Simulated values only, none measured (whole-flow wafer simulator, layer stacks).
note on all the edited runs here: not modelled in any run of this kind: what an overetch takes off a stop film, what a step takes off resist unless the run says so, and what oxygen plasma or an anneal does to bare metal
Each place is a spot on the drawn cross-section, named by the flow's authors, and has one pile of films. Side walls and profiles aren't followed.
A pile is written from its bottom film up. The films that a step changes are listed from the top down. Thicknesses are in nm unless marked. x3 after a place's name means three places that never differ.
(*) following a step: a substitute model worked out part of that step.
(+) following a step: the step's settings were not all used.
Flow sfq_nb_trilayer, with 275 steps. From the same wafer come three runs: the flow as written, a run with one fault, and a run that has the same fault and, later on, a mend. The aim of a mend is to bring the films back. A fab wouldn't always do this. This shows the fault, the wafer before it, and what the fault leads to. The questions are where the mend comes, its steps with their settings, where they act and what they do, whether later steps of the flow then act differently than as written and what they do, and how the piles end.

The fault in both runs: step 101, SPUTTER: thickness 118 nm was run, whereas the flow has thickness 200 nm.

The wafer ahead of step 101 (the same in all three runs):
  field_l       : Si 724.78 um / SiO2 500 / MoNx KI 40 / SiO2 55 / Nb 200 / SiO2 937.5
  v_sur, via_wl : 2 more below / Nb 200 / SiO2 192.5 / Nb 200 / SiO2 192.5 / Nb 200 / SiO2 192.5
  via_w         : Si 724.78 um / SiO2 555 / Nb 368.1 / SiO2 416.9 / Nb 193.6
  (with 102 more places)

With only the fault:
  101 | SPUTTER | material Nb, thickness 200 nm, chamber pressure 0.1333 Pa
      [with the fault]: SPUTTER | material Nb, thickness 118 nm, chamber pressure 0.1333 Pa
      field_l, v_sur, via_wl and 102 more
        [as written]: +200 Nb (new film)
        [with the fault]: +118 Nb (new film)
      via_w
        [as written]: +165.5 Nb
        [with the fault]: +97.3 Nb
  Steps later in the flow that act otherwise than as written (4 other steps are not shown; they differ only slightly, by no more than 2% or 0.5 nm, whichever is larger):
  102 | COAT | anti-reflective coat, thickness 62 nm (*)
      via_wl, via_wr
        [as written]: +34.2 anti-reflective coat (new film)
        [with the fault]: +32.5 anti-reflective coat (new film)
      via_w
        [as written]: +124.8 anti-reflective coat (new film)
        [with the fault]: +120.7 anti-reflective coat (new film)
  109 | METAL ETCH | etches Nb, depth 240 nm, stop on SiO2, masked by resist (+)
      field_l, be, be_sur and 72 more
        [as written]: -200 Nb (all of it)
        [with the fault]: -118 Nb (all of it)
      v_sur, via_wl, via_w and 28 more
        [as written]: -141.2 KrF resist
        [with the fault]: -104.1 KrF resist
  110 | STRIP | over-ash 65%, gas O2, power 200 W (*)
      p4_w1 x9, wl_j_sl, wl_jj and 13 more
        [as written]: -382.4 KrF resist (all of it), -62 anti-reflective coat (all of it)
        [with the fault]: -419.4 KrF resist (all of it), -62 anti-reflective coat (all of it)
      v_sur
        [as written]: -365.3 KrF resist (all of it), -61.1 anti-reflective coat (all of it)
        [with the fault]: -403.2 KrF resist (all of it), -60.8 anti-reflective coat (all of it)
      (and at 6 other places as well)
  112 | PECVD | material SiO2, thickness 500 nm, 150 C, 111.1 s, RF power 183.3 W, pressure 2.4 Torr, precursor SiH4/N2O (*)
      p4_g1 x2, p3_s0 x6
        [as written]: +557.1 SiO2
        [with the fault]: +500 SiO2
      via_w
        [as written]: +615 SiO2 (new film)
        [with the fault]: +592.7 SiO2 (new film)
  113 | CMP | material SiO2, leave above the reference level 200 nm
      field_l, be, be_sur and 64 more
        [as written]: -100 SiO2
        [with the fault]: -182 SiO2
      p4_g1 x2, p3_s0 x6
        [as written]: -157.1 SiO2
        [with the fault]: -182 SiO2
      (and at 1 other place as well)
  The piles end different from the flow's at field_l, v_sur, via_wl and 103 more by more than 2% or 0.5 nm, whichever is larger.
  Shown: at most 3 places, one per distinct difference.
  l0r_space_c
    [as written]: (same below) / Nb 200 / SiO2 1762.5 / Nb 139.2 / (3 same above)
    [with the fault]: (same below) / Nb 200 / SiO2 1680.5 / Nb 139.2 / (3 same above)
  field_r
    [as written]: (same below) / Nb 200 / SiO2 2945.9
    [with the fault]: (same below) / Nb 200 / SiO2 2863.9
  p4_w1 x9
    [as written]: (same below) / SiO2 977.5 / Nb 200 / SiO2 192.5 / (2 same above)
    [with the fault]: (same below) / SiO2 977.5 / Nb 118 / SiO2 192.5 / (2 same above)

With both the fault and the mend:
  The mend stands after step 101.
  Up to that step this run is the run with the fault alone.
  101a | SPUTTER | material Nb, thickness 82 nm, chamber pressure 0.1333 Pa (a further turn of the flow's step 101, with different settings)
      field_l, v_sur, via_wl and 102 more
        +82 Nb
      via_w
        +65.6 Nb
  Later steps of the flow that are run all act as written at every place that is followed, up to a difference of at most 2% or 0.5 nm, whichever is larger.
  The piles end only slightly different from the flow's at the places that both follow, by no more than 2% or 0.5 nm, whichever is larger.
